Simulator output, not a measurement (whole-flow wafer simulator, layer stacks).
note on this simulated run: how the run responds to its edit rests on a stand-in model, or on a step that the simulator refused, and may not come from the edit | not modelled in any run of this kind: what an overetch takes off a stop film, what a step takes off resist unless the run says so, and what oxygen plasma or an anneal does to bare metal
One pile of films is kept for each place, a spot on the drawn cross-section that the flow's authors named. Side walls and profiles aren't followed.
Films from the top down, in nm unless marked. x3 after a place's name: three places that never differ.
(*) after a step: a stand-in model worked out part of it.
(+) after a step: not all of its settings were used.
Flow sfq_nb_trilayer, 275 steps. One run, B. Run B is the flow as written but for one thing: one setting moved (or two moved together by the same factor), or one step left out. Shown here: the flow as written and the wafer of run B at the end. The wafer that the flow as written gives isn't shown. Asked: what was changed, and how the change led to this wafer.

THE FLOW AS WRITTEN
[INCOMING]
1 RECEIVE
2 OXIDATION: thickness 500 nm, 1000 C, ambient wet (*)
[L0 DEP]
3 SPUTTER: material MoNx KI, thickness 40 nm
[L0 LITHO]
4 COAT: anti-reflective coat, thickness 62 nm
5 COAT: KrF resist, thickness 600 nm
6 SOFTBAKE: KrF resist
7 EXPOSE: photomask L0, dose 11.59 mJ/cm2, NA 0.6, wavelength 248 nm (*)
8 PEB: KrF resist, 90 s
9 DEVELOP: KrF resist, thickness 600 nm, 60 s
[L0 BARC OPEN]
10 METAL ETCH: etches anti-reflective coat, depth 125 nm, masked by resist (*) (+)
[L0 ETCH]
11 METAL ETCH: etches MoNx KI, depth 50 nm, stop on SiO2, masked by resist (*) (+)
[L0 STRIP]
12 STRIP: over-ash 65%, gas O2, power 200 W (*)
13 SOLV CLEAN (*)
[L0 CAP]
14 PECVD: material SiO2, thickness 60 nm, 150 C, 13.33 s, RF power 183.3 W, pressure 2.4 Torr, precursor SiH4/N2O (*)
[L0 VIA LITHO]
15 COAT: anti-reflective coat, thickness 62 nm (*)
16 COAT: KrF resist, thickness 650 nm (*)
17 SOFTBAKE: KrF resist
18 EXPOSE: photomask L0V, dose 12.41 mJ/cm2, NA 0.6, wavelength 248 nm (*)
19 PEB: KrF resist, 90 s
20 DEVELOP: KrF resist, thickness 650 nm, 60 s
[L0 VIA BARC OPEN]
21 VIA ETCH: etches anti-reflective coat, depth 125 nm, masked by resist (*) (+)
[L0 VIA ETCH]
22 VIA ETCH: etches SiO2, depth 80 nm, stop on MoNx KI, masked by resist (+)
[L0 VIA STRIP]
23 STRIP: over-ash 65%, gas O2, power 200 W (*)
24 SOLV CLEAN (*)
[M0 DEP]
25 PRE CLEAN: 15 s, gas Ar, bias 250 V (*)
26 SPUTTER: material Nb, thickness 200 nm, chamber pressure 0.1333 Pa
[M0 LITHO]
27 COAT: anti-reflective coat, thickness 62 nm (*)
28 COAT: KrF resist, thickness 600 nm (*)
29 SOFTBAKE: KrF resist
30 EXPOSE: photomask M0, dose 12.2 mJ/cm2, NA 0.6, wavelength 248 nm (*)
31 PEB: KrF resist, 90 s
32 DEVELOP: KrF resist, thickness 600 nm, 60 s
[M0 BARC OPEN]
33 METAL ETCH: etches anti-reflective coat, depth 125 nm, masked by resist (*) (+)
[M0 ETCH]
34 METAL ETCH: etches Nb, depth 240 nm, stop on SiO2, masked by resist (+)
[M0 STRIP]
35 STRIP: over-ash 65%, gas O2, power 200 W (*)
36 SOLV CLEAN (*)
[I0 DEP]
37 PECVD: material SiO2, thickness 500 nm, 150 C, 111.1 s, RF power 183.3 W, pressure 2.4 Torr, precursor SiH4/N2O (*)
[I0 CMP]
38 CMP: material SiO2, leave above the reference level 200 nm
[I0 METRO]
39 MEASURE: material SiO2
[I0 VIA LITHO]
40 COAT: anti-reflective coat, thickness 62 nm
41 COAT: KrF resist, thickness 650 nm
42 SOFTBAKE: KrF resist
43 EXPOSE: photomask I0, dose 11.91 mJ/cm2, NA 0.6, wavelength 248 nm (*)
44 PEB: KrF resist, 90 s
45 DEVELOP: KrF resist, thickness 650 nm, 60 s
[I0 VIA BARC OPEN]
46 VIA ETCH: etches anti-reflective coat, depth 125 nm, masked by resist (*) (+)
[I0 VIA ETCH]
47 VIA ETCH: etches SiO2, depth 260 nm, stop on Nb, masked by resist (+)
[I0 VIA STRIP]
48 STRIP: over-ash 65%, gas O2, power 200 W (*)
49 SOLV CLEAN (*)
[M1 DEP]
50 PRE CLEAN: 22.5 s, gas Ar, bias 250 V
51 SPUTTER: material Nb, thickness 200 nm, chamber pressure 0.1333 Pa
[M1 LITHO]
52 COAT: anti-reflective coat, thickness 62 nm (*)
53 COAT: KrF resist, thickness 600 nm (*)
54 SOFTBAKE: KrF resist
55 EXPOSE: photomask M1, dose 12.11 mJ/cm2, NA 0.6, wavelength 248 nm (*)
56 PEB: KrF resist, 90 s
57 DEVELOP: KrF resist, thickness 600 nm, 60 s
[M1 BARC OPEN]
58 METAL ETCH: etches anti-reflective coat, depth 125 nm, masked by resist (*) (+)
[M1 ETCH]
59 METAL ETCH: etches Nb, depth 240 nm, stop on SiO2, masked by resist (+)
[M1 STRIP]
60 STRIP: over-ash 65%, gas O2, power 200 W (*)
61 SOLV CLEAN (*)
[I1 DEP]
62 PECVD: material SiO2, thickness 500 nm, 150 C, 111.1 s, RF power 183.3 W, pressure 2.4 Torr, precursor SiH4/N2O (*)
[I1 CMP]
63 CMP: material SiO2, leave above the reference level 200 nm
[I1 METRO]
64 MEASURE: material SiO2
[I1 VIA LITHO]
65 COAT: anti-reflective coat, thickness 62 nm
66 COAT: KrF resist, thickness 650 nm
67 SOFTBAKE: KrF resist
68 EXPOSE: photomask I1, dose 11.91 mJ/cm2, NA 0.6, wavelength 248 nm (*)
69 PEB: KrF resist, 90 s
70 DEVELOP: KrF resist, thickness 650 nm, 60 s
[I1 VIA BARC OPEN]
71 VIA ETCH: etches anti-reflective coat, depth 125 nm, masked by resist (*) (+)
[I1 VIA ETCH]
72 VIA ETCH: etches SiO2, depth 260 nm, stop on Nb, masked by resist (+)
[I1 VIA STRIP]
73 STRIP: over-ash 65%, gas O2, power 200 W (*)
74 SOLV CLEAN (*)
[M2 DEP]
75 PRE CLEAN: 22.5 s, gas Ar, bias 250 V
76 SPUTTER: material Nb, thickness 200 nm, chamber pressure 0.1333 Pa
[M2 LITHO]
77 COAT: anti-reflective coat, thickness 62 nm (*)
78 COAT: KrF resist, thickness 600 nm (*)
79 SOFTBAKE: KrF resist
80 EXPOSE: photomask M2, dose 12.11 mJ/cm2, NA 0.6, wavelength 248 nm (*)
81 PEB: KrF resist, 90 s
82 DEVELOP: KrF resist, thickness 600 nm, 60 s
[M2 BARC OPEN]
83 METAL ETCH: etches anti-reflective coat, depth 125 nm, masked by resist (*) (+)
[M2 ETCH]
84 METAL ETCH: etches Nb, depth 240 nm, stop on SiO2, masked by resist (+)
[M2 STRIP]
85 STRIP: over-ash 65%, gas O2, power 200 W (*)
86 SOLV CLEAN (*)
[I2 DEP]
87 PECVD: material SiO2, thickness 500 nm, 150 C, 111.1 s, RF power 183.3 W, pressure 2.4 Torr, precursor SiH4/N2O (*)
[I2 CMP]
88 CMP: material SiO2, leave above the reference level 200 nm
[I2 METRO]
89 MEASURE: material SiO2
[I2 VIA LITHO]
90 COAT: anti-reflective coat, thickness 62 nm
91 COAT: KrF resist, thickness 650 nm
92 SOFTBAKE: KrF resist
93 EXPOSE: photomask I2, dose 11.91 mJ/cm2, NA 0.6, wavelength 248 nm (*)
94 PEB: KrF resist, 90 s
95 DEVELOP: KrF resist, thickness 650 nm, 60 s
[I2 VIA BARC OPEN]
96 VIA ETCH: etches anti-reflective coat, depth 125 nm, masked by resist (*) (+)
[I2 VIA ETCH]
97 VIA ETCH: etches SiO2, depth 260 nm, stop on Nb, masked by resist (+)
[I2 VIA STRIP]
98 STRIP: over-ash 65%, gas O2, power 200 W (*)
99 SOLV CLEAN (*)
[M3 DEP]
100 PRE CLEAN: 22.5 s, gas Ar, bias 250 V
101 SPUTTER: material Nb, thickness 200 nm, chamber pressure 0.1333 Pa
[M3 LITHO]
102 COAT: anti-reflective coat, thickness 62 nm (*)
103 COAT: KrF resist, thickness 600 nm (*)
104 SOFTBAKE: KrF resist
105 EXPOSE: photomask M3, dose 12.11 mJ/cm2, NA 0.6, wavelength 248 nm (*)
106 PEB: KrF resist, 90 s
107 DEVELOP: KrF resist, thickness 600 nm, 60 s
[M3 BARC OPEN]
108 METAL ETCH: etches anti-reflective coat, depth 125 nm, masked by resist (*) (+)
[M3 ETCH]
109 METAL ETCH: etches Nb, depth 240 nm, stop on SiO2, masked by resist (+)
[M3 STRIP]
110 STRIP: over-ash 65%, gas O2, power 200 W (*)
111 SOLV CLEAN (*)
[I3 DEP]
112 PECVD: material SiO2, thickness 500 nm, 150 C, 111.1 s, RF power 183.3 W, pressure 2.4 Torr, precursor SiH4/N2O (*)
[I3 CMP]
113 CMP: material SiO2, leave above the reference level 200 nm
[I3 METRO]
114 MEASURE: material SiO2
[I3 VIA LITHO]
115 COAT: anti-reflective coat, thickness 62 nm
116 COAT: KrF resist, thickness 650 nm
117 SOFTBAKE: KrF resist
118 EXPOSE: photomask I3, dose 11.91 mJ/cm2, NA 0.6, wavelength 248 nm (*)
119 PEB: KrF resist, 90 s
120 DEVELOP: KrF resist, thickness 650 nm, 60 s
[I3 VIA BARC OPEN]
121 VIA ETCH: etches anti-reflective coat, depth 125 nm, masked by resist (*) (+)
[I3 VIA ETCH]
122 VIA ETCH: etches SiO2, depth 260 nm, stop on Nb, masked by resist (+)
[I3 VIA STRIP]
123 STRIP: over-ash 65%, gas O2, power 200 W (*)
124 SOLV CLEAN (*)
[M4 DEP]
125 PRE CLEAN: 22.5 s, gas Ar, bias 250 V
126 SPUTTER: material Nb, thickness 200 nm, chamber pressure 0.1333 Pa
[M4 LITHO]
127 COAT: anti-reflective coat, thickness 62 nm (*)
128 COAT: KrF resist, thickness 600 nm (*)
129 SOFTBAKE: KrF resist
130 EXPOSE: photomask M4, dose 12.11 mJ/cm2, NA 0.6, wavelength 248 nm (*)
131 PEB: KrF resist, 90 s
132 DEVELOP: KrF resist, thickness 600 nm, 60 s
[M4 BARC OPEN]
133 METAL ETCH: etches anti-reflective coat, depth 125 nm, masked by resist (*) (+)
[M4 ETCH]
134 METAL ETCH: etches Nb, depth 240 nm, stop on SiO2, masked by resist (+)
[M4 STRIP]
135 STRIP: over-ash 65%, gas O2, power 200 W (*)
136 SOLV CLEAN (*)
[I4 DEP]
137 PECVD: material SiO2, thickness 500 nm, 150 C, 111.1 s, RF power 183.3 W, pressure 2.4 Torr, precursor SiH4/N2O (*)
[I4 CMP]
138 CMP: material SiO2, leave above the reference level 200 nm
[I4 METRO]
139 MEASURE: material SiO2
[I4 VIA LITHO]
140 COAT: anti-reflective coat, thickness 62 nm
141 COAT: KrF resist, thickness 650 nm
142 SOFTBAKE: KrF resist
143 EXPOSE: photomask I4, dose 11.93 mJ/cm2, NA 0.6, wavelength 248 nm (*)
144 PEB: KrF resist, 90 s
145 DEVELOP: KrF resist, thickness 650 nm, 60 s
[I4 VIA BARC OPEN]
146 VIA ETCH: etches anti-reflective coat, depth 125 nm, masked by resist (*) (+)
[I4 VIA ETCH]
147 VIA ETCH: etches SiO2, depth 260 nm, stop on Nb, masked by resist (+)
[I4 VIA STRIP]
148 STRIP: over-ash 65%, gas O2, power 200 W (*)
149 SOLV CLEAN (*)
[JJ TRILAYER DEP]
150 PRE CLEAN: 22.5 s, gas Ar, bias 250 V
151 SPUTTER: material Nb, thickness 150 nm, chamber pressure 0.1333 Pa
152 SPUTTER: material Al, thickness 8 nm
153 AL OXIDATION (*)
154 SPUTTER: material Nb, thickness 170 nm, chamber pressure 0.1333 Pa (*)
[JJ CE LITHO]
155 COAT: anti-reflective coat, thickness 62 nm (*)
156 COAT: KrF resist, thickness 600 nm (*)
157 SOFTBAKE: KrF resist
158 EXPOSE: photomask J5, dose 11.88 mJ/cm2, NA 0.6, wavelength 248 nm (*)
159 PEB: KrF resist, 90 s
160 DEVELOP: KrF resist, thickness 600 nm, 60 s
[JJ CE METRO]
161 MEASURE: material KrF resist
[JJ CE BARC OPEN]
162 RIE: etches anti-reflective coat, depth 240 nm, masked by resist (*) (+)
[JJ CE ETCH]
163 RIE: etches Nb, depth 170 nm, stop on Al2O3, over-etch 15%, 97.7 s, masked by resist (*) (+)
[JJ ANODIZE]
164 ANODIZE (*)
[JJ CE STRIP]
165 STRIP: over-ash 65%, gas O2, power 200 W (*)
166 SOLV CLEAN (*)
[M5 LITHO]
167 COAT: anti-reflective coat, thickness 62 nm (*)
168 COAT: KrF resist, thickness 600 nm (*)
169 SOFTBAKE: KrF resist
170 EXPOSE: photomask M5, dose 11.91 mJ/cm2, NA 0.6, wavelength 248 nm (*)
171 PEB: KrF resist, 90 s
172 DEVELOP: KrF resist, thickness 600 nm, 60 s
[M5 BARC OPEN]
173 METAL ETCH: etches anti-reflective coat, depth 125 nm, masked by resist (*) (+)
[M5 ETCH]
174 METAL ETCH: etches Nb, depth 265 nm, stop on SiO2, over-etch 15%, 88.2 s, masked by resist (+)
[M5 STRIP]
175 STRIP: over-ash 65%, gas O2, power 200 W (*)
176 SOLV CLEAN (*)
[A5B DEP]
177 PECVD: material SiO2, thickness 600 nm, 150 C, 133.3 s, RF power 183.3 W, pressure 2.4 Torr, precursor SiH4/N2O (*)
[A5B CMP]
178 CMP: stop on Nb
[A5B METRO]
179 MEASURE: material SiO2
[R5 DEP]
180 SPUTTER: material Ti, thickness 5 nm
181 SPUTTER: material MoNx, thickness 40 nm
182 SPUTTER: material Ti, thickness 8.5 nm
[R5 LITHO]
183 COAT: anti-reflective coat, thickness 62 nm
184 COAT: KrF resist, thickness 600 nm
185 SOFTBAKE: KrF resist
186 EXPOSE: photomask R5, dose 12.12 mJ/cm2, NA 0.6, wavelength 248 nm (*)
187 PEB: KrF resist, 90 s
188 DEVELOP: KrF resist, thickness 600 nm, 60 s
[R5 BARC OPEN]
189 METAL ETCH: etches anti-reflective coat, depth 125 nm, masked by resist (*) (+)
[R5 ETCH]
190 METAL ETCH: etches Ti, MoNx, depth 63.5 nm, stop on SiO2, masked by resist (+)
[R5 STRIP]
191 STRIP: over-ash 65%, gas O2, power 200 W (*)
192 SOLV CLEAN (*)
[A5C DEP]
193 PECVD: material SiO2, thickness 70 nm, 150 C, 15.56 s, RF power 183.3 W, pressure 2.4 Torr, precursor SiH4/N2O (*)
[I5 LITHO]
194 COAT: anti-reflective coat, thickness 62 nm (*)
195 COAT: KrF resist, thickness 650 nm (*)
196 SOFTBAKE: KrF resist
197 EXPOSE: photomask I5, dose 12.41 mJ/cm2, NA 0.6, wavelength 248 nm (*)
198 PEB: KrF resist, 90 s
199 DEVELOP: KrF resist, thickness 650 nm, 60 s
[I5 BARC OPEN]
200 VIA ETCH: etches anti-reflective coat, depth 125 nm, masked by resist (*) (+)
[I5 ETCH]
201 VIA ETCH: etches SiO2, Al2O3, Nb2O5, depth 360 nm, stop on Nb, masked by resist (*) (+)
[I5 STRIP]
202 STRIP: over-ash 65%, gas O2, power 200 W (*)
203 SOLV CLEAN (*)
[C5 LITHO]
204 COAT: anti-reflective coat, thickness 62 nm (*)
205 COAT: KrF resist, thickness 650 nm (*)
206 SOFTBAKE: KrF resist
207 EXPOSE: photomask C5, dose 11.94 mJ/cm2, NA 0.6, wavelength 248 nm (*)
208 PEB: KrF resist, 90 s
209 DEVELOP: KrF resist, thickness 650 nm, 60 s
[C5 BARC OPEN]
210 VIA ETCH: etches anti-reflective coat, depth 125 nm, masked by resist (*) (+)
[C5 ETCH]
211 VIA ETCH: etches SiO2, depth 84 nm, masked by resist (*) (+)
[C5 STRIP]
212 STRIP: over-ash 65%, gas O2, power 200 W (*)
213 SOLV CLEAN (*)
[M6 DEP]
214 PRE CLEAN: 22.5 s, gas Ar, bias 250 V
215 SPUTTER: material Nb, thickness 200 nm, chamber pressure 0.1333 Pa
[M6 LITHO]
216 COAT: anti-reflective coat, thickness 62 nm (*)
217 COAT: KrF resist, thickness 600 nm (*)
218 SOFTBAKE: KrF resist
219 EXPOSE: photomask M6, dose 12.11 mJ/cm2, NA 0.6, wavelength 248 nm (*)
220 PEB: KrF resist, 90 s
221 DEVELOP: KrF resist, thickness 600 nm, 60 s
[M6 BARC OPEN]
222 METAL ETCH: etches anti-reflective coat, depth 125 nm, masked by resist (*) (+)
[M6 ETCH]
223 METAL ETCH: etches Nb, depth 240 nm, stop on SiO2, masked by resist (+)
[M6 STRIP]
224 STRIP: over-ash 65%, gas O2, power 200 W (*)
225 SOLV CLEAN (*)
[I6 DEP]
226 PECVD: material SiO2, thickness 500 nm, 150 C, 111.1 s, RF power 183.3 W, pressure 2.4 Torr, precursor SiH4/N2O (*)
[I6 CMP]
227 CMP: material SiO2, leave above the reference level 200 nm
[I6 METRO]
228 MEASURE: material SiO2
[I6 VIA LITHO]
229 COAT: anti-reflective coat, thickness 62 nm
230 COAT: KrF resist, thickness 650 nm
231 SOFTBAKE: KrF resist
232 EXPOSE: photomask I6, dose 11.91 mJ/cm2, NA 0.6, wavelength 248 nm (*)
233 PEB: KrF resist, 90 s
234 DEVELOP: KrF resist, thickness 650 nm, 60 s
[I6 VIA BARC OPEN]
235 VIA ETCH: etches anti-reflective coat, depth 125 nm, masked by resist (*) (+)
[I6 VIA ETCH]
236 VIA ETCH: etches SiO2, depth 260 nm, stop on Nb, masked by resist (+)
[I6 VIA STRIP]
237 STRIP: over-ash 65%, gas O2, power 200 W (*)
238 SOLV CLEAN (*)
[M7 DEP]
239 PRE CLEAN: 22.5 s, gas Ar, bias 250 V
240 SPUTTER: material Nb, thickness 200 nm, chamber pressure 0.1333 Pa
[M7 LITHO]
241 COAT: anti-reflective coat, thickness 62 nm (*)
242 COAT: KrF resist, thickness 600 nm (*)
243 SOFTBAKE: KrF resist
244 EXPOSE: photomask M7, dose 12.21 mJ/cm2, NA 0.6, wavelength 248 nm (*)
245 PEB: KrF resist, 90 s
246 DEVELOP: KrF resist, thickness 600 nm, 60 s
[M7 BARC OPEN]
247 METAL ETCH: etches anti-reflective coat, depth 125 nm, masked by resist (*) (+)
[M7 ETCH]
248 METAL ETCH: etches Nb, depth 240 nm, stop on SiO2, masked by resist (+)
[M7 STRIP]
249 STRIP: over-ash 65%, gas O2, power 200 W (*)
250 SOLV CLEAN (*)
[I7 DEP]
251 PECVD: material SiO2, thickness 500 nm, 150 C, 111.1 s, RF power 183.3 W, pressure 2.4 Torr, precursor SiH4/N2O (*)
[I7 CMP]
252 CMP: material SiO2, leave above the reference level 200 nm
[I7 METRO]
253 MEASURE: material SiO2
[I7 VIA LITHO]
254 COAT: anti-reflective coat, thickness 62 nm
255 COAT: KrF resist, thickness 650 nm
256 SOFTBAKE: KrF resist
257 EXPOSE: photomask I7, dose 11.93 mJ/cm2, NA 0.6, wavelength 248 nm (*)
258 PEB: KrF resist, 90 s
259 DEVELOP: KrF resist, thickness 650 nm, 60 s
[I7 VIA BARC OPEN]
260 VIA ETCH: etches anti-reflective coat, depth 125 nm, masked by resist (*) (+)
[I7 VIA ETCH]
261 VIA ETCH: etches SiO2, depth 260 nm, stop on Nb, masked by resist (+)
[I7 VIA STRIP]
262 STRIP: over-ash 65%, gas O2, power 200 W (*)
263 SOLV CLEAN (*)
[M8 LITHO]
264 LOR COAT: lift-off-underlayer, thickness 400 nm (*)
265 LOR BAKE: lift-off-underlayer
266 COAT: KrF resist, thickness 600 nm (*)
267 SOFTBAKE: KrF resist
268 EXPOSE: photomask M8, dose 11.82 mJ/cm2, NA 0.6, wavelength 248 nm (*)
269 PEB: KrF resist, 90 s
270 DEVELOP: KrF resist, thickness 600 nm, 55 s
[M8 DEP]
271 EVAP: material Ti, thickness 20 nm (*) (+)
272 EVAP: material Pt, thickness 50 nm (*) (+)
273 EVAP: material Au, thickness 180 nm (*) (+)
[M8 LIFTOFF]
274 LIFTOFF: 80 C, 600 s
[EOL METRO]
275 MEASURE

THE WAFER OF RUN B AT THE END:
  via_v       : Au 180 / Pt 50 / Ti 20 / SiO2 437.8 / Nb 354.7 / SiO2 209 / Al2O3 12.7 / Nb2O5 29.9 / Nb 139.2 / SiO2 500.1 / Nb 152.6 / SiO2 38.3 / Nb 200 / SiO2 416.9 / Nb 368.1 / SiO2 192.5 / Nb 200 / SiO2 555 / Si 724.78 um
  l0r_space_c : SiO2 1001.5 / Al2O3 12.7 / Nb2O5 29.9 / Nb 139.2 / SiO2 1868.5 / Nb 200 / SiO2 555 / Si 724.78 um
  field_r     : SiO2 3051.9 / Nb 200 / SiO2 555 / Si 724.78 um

The cause: step 113, CMP: leave above the reference level 306 nm was run, where the flow has leave above the reference level 200 nm.

How the change led to this, step by step:
  113 CMP: material SiO2, leave above the reference level 200 nm
      field_l, be, be_sur and 64 more: nothing (as written it would be: SiO2 -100)
      v_sur, via_wl, via_wr and 27 more: SiO2 -194 (as written it would be: SiO2 -300)
      (and at 9 more places)
  115 COAT: anti-reflective coat, thickness 62 nm
      m5r_linepad_l, m5r_linepad_r, r5r_spacepad_l, r5r_spacepad_r: anti-reflective coat +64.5 (new film) (as written it would be: anti-reflective coat +62 (new film))
      m8r_pad_l, m8r_pad_r: anti-reflective coat +63.7 (new film) (as written it would be: anti-reflective coat +62 (new film))
      (and at 2 more places)
  122 VIA ETCH: etches SiO2, depth 260 nm, stop on Nb, masked by resist (+)
      via_v: SiO2 -260 (as written it would be: SiO2 -199.8 (all of it))
  123 STRIP: over-ash 65%, gas O2, power 200 W (*)
      m5r_linepad_l, m5r_linepad_r: KrF resist -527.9 (all of it), anti-reflective coat -64.5 (all of it) (as written it would be: KrF resist -528.6 (all of it), anti-reflective coat -62 (all of it))
      r5r_spacepad_l, r5r_spacepad_r: KrF resist -528.1 (all of it), anti-reflective coat -64.5 (all of it) (as written it would be: KrF resist -528.6 (all of it), anti-reflective coat -62 (all of it))
      (and at 4 more places)
  125 PRE CLEAN: 22.5 s, gas Ar, bias 250 V
      via_v: SiO2 -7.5 (as written it would be: Nb -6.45)
  126 SPUTTER: material Nb, thickness 200 nm, chamber pressure 0.1333 Pa
      via_v: Nb +152.6 (new film) (as written it would be: Nb +165.5)
  127 COAT: anti-reflective coat, thickness 62 nm (*)
      m5r_linepad_l, m5r_linepad_r: anti-reflective coat +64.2 (new film) (as written it would be: anti-reflective coat +62 (new film))
      r5r_spacepad_l, r5r_spacepad_r: anti-reflective coat +64.3 (new film) (as written it would be: anti-reflective coat +62 (new film))
      (and at 6 more places)
  128 COAT: KrF resist, thickness 600 nm (*)
      via_v: KrF resist +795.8 (new film) (as written it would be: KrF resist +739.8 (new film))
  133 METAL ETCH: etches anti-reflective coat, depth 125 nm, masked by resist (*) (+)
      m5r_linepad_l, m5r_linepad_r: anti-reflective coat -64.2 (all of it) (as written it would be: anti-reflective coat -62 (all of it))
      r5r_spacepad_l, r5r_spacepad_r: anti-reflective coat -64.3 (all of it) (as written it would be: anti-reflective coat -62 (all of it))
      (and at 2 more places)
  135 STRIP: over-ash 65%, gas O2, power 200 W (*)
      v_sur: KrF resist -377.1 (all of it), anti-reflective coat -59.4 (all of it) (as written it would be: KrF resist -379.9 (all of it), anti-reflective coat -61.4 (all of it))
      via_sp: KrF resist -367.9 (all of it), anti-reflective coat -49.7 (all of it) (as written it would be: KrF resist -373.9 (all of it), anti-reflective coat -53 (all of it))
      (and at 2 more places)
  137 PECVD: material SiO2, thickness 500 nm, 150 C, 111.1 s, RF power 183.3 W, pressure 2.4 Torr, precursor SiH4/N2O (*)
      via_v: SiO2 +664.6 (new film) (as written it would be: SiO2 +615 (new film))
  138 CMP: material SiO2, leave above the reference level 200 nm
      field_l, be, be_sur and 55 more: SiO2 -94 (as written it would be: SiO2 -100)
      lsp_r, l0_sur, l0v: SiO2 -85.9 (as written it would be: SiO2 -91.9)
      (and at 1 more place)
Counting metal films that touch as one body, via_v has 7 bodies (between them, from the top down: SiO2 437.8; SiO2 209 / Al2O3 12.7 / Nb2O5 29.9; SiO2 500.1; SiO2 38.3; SiO2 416.9; SiO2 192.5); the flow as written gives 6 bodies (between them, from the top down: SiO2 437.8; SiO2 209 / Al2O3 12.7 / Nb2O5 29.9; SiO2 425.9; SiO2 416.9; SiO2 192.5).
